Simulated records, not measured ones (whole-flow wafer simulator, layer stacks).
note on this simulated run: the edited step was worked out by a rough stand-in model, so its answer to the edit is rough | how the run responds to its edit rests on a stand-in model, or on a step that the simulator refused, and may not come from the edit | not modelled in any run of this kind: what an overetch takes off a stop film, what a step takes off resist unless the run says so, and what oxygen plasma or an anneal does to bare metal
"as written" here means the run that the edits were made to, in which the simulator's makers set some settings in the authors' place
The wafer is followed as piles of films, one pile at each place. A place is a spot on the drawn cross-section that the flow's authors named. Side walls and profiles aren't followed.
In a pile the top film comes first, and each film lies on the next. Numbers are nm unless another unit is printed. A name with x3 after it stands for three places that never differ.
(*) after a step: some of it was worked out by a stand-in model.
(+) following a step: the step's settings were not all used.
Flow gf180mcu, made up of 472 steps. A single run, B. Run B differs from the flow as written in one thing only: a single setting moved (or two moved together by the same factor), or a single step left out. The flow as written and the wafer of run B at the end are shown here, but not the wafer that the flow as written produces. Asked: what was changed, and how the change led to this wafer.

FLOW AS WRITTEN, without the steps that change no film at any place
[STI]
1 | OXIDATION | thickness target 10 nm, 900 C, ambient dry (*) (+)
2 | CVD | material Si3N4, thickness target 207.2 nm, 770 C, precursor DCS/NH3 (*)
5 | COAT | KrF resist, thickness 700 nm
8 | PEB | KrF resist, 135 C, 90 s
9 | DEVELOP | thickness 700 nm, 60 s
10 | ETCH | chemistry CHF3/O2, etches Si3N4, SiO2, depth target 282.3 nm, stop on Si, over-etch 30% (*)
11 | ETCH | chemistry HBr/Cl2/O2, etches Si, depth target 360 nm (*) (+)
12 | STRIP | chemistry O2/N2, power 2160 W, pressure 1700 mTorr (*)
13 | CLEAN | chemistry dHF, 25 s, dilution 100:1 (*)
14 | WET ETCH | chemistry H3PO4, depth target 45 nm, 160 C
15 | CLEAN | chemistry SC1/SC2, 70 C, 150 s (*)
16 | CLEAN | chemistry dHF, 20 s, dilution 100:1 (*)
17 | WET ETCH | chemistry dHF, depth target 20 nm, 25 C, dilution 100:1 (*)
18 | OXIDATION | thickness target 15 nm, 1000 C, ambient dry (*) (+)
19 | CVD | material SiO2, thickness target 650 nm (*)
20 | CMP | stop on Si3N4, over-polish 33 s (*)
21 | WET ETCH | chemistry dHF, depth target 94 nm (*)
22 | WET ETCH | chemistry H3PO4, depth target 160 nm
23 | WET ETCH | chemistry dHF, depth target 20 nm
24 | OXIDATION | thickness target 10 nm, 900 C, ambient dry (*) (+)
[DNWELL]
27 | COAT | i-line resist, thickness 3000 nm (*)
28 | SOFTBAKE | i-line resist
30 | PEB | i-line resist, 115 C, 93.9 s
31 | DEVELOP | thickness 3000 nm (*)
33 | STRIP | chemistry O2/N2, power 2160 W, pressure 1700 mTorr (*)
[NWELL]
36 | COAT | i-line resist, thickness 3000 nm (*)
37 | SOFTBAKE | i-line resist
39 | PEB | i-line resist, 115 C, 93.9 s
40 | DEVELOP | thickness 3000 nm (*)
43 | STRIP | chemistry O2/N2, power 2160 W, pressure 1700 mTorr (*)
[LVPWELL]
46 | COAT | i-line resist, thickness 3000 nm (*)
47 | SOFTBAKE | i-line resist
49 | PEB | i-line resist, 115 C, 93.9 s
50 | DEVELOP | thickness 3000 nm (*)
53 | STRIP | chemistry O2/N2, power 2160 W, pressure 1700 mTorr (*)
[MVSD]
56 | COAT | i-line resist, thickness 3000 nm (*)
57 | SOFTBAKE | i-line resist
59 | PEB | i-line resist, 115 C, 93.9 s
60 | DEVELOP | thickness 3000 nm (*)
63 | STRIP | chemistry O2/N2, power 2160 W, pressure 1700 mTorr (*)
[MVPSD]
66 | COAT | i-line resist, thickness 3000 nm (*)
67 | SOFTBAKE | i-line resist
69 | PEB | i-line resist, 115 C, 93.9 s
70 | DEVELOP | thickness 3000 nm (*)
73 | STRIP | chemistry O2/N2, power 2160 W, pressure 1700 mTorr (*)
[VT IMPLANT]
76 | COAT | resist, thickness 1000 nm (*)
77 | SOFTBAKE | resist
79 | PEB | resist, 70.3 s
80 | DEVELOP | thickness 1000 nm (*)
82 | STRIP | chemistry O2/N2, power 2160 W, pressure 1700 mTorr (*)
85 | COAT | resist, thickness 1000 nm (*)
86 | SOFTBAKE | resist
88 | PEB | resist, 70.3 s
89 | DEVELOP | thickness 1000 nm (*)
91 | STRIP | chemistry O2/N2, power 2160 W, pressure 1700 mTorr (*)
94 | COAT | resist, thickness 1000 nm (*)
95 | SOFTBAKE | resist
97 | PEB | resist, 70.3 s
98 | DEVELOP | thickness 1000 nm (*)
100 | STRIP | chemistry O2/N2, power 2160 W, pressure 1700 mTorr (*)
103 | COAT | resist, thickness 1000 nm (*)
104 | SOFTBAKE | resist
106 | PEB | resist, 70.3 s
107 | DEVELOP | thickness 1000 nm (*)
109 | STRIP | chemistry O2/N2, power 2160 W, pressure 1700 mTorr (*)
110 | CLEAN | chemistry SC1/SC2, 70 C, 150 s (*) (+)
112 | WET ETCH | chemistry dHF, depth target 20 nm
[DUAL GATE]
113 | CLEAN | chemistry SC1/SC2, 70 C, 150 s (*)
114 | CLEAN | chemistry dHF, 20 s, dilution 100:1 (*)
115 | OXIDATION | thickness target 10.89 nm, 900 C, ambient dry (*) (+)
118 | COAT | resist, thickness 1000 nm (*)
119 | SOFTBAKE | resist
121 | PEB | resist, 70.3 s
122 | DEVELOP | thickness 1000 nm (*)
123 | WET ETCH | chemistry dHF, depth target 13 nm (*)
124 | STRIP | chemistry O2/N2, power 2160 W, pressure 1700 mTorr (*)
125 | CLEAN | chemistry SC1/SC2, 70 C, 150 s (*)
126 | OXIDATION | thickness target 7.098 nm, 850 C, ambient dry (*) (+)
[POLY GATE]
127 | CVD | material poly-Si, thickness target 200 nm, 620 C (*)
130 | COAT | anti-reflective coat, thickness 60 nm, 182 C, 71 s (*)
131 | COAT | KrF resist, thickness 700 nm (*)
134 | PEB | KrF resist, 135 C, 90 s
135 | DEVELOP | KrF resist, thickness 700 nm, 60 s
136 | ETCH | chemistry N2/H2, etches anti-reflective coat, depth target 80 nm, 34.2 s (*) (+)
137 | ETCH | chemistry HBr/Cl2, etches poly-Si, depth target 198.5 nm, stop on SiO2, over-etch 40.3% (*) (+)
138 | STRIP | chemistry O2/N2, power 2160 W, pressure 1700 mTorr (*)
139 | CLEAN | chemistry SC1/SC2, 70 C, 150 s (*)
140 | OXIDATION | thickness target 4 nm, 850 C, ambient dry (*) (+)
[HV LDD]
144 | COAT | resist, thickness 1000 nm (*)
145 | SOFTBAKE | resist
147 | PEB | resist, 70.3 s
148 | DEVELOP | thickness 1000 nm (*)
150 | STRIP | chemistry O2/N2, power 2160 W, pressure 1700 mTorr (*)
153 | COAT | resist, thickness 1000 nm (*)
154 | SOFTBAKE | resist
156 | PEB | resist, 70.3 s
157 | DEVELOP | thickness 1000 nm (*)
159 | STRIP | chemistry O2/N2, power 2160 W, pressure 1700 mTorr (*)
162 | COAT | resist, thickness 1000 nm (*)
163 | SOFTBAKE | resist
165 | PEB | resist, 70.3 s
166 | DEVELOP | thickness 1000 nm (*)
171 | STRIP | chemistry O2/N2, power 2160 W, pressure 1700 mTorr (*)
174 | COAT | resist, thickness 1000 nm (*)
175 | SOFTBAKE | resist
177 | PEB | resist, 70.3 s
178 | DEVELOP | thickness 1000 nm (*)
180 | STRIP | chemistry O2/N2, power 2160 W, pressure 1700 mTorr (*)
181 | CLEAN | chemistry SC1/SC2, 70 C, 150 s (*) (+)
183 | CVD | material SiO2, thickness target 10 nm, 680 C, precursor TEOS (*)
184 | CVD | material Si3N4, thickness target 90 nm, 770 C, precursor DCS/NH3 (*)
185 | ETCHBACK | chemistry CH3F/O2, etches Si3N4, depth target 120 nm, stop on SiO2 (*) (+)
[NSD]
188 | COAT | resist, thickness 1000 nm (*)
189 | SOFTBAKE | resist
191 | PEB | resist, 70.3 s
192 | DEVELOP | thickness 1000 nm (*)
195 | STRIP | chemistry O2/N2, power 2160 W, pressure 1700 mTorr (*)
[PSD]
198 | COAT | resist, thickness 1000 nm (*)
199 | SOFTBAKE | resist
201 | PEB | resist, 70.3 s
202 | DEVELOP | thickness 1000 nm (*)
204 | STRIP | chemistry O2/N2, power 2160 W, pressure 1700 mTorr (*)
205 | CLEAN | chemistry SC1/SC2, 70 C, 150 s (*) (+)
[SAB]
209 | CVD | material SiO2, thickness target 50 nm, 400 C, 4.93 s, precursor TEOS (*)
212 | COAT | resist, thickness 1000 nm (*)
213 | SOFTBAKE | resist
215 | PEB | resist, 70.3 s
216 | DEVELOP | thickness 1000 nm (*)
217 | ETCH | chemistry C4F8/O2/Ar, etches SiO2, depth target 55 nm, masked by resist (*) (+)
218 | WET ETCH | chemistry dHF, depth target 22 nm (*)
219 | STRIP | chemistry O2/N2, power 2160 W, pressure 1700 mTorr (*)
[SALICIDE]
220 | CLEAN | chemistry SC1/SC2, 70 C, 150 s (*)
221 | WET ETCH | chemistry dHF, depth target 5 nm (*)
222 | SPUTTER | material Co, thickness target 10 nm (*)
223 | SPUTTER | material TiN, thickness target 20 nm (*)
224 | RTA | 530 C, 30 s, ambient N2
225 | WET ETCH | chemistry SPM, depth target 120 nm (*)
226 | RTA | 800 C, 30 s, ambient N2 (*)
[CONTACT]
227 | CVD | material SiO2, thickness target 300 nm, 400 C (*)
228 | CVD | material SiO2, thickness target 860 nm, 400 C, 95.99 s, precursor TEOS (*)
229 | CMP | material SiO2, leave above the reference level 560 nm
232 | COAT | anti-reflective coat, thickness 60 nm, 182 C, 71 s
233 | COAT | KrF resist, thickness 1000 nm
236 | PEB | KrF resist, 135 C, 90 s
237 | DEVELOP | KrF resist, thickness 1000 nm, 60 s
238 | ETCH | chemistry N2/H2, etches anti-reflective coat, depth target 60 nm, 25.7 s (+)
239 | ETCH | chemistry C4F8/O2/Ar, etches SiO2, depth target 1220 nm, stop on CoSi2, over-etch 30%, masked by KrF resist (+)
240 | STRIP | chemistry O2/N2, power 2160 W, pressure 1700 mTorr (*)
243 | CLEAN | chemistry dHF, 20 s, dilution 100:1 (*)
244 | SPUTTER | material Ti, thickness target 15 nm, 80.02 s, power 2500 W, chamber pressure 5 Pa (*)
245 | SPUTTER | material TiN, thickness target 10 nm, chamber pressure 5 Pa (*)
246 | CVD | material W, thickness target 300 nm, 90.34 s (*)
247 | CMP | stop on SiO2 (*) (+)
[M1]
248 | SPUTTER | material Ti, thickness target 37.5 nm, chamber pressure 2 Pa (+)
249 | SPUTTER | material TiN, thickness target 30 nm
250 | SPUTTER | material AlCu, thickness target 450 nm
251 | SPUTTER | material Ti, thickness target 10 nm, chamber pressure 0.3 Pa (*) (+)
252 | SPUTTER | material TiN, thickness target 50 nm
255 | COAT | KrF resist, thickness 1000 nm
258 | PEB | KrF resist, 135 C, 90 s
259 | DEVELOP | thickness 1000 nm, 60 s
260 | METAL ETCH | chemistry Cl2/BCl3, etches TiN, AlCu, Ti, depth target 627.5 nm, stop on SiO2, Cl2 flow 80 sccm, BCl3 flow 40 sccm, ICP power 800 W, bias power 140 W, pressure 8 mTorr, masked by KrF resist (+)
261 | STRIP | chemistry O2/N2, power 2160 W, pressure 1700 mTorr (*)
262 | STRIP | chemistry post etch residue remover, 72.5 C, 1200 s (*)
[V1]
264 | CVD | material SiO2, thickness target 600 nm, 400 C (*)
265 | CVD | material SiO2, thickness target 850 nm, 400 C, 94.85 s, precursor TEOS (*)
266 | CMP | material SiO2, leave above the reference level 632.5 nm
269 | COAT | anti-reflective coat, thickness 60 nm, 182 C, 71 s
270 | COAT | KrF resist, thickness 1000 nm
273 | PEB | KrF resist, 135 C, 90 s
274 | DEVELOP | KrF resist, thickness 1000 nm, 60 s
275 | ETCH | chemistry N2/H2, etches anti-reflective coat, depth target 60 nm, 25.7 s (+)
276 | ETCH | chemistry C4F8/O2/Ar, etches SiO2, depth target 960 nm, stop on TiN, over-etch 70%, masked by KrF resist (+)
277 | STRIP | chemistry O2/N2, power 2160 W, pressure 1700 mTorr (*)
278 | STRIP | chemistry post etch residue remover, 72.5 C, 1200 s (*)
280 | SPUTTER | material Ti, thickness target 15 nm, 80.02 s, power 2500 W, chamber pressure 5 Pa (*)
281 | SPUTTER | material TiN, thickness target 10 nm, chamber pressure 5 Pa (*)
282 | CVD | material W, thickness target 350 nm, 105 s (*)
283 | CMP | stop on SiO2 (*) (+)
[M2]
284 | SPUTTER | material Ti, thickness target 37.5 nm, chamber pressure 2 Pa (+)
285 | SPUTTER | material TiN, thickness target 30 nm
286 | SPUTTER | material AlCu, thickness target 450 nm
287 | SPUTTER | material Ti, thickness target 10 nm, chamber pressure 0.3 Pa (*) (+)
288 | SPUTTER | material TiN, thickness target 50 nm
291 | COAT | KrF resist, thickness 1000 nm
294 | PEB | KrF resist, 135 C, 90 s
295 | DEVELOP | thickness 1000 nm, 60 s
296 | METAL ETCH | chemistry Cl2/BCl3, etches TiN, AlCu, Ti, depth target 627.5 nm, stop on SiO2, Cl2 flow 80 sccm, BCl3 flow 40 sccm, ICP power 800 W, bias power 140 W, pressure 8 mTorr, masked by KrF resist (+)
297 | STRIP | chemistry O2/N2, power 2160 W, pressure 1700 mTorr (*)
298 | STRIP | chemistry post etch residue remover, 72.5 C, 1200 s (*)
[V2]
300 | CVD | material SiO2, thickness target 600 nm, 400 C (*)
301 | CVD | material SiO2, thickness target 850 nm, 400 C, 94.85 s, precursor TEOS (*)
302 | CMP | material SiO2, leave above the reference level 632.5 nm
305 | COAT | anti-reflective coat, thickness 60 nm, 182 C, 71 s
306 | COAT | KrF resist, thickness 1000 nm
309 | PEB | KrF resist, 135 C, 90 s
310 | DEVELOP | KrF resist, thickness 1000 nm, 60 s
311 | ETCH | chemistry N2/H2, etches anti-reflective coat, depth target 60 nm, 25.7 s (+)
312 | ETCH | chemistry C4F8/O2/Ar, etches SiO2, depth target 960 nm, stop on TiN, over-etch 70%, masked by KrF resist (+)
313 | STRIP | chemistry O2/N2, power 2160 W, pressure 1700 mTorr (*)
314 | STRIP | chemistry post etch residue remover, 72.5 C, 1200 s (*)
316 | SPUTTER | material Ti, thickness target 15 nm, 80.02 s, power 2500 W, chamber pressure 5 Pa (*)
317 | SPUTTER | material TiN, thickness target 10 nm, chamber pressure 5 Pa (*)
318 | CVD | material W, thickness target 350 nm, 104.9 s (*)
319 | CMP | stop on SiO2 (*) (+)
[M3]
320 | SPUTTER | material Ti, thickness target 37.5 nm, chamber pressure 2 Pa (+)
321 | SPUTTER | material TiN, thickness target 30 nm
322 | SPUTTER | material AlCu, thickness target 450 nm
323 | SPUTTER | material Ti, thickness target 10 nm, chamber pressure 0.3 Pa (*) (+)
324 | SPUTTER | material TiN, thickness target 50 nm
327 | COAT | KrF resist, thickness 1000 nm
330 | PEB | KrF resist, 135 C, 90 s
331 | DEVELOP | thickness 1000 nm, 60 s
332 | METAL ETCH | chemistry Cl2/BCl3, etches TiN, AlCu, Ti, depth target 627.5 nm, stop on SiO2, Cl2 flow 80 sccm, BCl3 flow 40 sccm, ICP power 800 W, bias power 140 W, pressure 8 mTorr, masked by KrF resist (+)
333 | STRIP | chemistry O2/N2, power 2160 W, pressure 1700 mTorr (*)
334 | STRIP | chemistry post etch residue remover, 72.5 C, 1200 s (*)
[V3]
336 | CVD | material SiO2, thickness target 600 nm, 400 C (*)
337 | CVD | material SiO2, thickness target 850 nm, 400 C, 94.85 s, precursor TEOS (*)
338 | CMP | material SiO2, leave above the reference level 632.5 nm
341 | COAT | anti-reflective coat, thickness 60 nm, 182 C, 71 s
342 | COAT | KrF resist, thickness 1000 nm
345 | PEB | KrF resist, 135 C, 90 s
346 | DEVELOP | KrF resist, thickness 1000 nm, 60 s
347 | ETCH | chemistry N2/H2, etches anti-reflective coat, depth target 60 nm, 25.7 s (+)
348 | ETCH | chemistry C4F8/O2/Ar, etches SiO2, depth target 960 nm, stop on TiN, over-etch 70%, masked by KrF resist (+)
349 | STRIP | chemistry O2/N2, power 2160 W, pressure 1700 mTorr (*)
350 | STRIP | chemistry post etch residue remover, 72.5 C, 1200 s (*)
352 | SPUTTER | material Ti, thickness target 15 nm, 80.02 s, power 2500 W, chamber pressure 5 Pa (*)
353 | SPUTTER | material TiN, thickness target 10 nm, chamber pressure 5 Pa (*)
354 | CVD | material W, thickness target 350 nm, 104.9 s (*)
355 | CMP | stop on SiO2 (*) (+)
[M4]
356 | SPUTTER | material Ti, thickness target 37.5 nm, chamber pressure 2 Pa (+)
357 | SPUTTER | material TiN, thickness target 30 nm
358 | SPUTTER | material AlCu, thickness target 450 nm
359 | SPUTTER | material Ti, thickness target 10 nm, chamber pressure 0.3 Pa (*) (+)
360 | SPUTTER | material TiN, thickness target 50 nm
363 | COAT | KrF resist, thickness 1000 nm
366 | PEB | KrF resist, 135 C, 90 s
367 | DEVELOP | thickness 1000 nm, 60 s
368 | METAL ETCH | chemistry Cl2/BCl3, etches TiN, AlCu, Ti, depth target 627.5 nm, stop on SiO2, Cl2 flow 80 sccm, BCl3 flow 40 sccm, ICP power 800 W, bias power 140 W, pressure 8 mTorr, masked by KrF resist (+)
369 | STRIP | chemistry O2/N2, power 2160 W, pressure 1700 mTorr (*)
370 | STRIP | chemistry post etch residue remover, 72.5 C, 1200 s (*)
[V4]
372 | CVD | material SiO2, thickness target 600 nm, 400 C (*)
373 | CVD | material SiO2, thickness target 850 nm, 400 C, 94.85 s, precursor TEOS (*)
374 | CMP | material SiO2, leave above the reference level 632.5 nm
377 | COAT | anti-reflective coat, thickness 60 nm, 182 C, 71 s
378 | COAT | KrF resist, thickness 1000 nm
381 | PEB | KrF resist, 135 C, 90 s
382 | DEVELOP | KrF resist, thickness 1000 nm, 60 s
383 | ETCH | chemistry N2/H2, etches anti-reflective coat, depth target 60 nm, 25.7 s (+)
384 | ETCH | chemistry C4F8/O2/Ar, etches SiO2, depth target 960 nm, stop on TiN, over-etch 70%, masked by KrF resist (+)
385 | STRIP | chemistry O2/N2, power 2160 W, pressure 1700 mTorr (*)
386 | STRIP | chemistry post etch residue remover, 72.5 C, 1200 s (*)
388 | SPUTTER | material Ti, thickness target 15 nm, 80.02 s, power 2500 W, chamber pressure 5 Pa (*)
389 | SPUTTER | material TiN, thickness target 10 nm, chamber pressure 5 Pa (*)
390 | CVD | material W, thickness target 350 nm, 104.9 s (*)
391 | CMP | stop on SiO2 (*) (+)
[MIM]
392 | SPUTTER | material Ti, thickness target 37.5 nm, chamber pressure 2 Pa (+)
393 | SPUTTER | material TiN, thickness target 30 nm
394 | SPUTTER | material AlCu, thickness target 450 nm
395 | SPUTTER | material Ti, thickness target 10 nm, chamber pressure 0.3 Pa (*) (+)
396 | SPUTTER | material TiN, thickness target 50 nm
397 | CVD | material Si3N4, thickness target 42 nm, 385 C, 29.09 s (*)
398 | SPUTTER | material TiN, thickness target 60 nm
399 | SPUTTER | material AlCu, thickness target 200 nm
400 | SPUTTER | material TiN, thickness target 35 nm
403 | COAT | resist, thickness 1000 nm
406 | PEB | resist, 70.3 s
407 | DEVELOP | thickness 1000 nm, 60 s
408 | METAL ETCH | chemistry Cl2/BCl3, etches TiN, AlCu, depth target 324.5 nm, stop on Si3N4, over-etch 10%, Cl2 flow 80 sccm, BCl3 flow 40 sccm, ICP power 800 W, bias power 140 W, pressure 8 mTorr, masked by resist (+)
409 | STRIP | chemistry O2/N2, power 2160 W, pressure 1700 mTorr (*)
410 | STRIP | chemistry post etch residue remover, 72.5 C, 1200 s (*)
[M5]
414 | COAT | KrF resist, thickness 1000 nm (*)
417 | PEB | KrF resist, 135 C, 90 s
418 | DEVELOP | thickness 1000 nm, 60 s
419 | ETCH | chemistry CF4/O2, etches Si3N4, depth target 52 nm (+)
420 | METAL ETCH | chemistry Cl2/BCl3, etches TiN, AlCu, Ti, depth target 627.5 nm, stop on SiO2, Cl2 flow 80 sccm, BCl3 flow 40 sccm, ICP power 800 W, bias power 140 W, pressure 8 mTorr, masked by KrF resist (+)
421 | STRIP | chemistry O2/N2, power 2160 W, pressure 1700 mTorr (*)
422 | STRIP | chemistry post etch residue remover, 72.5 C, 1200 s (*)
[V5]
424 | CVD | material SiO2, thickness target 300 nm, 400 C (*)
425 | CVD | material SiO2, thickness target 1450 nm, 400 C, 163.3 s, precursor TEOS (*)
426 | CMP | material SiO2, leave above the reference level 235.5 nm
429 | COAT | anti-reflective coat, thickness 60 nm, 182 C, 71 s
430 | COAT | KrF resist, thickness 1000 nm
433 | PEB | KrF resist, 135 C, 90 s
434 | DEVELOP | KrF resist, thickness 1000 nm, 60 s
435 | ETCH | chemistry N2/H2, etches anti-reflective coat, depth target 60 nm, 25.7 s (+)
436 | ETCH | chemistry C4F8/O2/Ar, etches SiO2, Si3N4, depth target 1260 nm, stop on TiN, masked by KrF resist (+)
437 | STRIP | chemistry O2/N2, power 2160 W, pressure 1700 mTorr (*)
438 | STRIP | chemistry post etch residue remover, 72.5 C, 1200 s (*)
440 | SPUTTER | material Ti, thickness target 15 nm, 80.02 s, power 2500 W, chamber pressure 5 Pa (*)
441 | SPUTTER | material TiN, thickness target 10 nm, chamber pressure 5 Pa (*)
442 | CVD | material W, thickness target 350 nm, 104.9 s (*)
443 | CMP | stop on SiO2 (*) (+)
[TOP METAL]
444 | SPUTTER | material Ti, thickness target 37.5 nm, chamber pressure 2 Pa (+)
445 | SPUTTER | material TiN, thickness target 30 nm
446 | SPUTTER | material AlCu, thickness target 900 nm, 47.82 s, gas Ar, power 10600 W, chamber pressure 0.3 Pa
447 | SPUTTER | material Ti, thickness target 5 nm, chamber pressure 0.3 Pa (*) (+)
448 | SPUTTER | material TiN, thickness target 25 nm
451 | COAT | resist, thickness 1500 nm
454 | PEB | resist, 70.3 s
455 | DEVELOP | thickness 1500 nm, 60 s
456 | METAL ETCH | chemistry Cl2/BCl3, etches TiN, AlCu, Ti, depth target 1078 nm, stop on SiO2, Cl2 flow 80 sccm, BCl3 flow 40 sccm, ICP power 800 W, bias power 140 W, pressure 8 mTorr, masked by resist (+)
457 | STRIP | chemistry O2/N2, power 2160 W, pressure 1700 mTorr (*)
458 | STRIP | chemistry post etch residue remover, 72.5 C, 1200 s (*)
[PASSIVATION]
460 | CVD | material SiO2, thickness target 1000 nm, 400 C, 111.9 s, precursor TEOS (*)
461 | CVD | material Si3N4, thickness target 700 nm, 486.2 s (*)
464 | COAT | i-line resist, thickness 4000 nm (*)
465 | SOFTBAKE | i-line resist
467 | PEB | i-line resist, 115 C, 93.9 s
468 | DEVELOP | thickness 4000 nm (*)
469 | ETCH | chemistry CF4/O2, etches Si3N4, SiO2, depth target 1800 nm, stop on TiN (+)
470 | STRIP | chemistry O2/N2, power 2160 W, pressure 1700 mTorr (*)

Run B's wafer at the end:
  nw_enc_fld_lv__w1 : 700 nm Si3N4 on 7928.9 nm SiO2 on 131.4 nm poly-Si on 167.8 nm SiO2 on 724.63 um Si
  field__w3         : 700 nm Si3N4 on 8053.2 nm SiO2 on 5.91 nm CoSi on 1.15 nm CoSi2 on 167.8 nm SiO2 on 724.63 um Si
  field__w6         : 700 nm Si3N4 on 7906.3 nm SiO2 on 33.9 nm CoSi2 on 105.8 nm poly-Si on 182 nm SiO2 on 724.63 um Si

What caused this: step 19, CVD: thickness target 309 nm was run, though the flow has thickness target 650 nm.

The path from the change to this, step by step:
  19 | CVD | material SiO2, thickness target 650 nm (*)
      active, n_well, p_well and 40 more: SiO2 gains 309 (new film) (in the flow as written it would be: SiO2 gains 650 (new film))
      field, field_sub, sti and 23 more: SiO2 gains 309 (in the flow as written it would be: SiO2 gains 650)
      (as well as at 11 more places)
  20 | CMP | stop on Si3N4, over-polish 33 s (*)
      sti, mim_1p0, pad and 11 more: nothing (in the flow as written it would be: SiO2 loses 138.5)
      nw_enc_fld, nw_enc_fld_lv: nothing (in the flow as written it would be: SiO2 loses 142.5)
      (as well as at 64 more places)
  24 | OXIDATION | thickness target 10 nm, 900 C, ambient dry (*) (+)
      sti, m1, mim_1p0 and 14 more: SiO2 gains 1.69, Si loses 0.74 (in the flow as written it would be: SiO2 gains 1.02, Si loses 0.45)
      field_sub, npoly_u, ppoly_u, ppoly_sal, m1_nw: SiO2 gains 1.69, Si loses 0.74 (in the flow as written it would be: SiO2 gains 1.03, Si loses 0.45)
      (as well as at 5 more places)
  27 | COAT | i-line resist, thickness 3000 nm (*)
      p_well, spacer, sd_n: i-line resist gains 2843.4 (new film) (in the flow as written it would be: i-line resist gains 3034 (new film))
      ldp_fp, ldp_dft: i-line resist gains 2857.3 (new film) (in the flow as written it would be: i-line resist gains 2987.7 (new film))
      (as well as at 58 more places)
  28 | SOFTBAKE | i-line resist
      field: i-line resist loses 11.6 (in the flow as written it would be: i-line resist gains 2.45)
      field_sub: i-line resist loses 7.5 (in the flow as written it would be: i-line resist gains 1.87)
      (as well as at 73 more places)
  30 | PEB | i-line resist, 115 C, 93.9 s
      iso_ptap_sub, ldn_ch, ldn_acc, ldn_drn, ldp_src, ldp_ch, ldp_acc, ldp_drn: i-line resist loses 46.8 (in the flow as written it would be: i-line resist loses 49.2)
      active_nat, ld_sd_n, ld_gate_n, ld_acc_n, ld_drn_n: i-line resist loses 47.3 (in the flow as written it would be: i-line resist loses 49)
      (as well as at 49 more places)
  31 | DEVELOP | thickness 3000 nm (*)
      field_sub__w2: i-line resist loses 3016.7 (all of it) (in the flow as written it would be: i-line resist loses 2938.2 (all of it))
      field_sub__w3: i-line resist loses 3022.1 (all of it) (in the flow as written it would be: i-line resist loses 2938.3 (all of it))
      (as well as at 16 more places)
  33 | STRIP | chemistry O2/N2, power 2160 W, pressure 1700 mTorr (*)
      p_well, spacer, sd_n: i-line resist loses 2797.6 (all of it) (in the flow as written it would be: i-line resist loses 2984.7 (all of it))
      ld_sd_n, ld_gate_n: i-line resist loses 2864.3 (all of it) (in the flow as written it would be: i-line resist loses 2972 (all of it))
      (as well as at 39 more places)
  36 | COAT | i-line resist, thickness 3000 nm (*)
      p_well, spacer, sd_n: i-line resist gains 2843.4 (new film) (in the flow as written it would be: i-line resist gains 3034 (new film))
      ldp_fp, ldp_dft: i-line resist gains 2857.3 (new film) (in the flow as written it would be: i-line resist gains 2987.7 (new film))
      (as well as at 58 more places)
  37 | SOFTBAKE | i-line resist
      field: i-line resist loses 11.6 (in the flow as written it would be: i-line resist gains 2.45)
      field_sub: i-line resist loses 7.5 (in the flow as written it would be: i-line resist gains 1.87)
      (as well as at 73 more places)
  39 | PEB | i-line resist, 115 C, 93.9 s
      iso_ptap_sub, ldn_ch, ldn_acc, ldn_drn, ldp_src, ldp_ch, ldp_acc, ldp_drn: i-line resist loses 46.8 (in the flow as written it would be: i-line resist loses 49.2)
      active_nat, ld_sd_n, ld_gate_n, ld_acc_n, ld_drn_n: i-line resist loses 47.3 (in the flow as written it would be: i-line resist loses 49)
      (as well as at 49 more places)
  40 | DEVELOP | thickness 3000 nm (*)
      n_well: i-line resist loses 2856 (all of it) (in the flow as written it would be: i-line resist loses 2973.2 (all of it))
      sd_p: i-line resist loses 2857.3 (all of it) (in the flow as written it would be: i-line resist loses 2972.8 (all of it))
      (as well as at 14 more places)
  43 | STRIP | chemistry O2/N2, power 2160 W, pressure 1700 mTorr (*)
      p_well, spacer, sd_n: i-line resist loses 2797.6 (all of it) (in the flow as written it would be: i-line resist loses 2984.7 (all of it))
      ld_sd_n, ld_gate_n: i-line resist loses 2864.3 (all of it) (in the flow as written it would be: i-line resist loses 2972 (all of it))
      (as well as at 41 more places)
  46 | COAT | i-line resist, thickness 3000 nm (*)
      p_well, spacer, sd_n: i-line resist gains 2843.4 (new film) (in the flow as written it would be: i-line resist gains 3034 (new film))
      ldp_fp, ldp_dft: i-line resist gains 2857.3 (new film) (in the flow as written it would be: i-line resist gains 2987.7 (new film))
      (as well as at 58 more places)
  47 | SOFTBAKE | i-line resist
      field: i-line resist loses 11.6 (in the flow as written it would be: i-line resist gains 2.45)
      field_sub: i-line resist loses 7.5 (in the flow as written it would be: i-line resist gains 1.87)
      (as well as at 73 more places)
  49 | PEB | i-line resist, 115 C, 93.9 s
      iso_ptap_sub, ldn_ch, ldn_acc, ldn_drn, ldp_src, ldp_ch, ldp_acc, ldp_drn: i-line resist loses 46.8 (in the flow as written it would be: i-line resist loses 49.2)
      active_nat, ld_sd_n, ld_gate_n, ld_acc_n, ld_drn_n: i-line resist loses 47.3 (in the flow as written it would be: i-line resist loses 49)
      (as well as at 49 more places)
  ... 96 other steps ...
  246 | CVD | material W, thickness target 300 nm, 90.34 s (*)
      polyc_n, polyc_p: W gains 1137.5 (new film) (in the flow as written it would be: W gains 936.1 (new film))
Taking metal films that touch as one body, field__w3 has 1 body; the flow as written gives 0 bodies.
Taking metal films that touch as one body, field__w6 has 1 body; the flow as written gives 0 bodies.
